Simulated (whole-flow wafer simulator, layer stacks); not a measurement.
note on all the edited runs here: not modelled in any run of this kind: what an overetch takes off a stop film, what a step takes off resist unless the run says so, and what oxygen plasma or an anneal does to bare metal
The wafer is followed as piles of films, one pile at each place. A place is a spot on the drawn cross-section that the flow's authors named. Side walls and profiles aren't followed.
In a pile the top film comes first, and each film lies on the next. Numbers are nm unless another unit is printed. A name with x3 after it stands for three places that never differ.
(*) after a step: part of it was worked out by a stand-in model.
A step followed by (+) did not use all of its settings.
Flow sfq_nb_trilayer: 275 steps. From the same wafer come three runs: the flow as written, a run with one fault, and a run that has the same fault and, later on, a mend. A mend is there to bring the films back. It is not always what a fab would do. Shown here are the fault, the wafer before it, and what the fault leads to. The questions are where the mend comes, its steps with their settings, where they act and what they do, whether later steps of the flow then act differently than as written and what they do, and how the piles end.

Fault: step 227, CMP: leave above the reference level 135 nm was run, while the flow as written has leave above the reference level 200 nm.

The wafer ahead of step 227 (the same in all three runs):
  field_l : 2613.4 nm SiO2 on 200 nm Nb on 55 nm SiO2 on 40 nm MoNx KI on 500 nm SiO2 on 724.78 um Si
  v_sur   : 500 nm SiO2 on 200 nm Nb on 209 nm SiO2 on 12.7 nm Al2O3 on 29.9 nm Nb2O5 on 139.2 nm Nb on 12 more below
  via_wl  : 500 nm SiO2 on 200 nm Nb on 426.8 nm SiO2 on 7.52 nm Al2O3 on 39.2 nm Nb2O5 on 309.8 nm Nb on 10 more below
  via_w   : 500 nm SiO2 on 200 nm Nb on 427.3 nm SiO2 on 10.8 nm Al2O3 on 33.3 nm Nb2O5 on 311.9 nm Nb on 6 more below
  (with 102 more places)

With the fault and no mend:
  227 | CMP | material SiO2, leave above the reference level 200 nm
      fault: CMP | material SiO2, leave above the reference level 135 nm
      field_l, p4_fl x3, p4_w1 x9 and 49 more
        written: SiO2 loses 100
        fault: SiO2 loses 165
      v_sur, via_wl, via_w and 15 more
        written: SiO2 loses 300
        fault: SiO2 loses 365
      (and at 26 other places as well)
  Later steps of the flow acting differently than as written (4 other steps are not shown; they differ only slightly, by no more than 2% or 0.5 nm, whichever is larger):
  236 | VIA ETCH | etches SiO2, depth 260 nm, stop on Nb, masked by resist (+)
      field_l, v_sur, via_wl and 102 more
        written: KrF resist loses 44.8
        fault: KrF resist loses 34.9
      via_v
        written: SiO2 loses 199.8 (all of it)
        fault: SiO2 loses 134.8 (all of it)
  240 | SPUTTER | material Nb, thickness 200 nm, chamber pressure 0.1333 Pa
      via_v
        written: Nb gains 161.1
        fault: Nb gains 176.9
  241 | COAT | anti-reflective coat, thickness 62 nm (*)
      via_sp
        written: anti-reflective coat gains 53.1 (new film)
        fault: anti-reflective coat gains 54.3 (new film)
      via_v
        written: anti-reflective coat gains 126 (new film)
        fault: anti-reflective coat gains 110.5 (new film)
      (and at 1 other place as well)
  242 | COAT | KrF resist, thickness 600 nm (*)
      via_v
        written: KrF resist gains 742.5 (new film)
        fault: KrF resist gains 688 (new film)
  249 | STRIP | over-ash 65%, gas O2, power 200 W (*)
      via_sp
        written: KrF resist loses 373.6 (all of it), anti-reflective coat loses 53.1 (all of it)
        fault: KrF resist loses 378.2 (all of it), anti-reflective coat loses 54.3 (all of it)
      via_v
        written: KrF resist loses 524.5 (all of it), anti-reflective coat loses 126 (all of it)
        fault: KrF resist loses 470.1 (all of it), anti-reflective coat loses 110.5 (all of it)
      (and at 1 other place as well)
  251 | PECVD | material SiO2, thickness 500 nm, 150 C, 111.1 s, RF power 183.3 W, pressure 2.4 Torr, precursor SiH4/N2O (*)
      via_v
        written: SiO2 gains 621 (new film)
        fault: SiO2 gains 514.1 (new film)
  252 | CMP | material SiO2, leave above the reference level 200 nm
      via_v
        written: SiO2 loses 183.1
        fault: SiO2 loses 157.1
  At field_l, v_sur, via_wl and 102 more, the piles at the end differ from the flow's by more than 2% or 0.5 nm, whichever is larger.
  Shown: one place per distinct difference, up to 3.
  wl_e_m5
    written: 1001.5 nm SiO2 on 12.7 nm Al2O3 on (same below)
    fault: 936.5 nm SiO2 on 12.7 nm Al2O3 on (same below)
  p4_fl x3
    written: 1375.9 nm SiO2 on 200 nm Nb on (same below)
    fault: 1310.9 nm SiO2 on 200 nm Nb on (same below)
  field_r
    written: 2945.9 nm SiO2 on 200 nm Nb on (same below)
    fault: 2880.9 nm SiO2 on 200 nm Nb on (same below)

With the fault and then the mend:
  The mend stands after step 234.
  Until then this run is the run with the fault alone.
  234a | STRIP | over-ash 65%, gas O2, power 200 W (*)
      field_l, v_sur, via_wl and 102 more
        KrF resist loses 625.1 (all of it), anti-reflective coat loses 62 (all of it)
      via_v
        anti-reflective coat loses 62 (all of it)
  234b | PECVD | material SiO2, thickness 65 nm, 150 C, 14.44 s, RF power 183.3 W, pressure 2.4 Torr, precursor SiH4/N2O (the flow's step 226, run once more with other settings)
      field_l, v_sur, via_wl and 103 more
        SiO2 gains 65
  234c | COAT | anti-reflective coat, thickness 62 nm (the flow's step 229, run once more)
      field_l, v_sur, via_wl and 103 more
        anti-reflective coat gains 62 (new film)
  234d | COAT | KrF resist, thickness 650 nm (the flow's step 230, run once more)
      field_l, v_sur, via_wl and 103 more
        KrF resist gains 650 (new film)
  234e | SOFTBAKE | KrF resist (the flow's step 231, run once more)
      leaves every film unchanged at each place that is followed
  234f | EXPOSE | photomask I6, dose 11.91 mJ/cm2, NA 0.6, wavelength 248 nm (*) (the flow's step 232, run once more)
      leaves every film unchanged at each place that is followed
  234g | PEB | KrF resist, 90 s (the flow's step 233, run once more)
      field_l, v_sur, via_wl and 103 more
        KrF resist loses 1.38
  234h | DEVELOP | KrF resist, thickness 650 nm, 60 s (the flow's step 234, run once more)
      field_l, v_sur, via_wl and 102 more
        KrF resist loses 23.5
      via_v
        KrF resist loses 648.6 (all of it)
  Later steps of the flow that are run all act as written at every place that is followed, up to a difference of at most 2% or 0.5 nm, whichever is larger.
  The piles end the same as the flow's at every place that both follow.
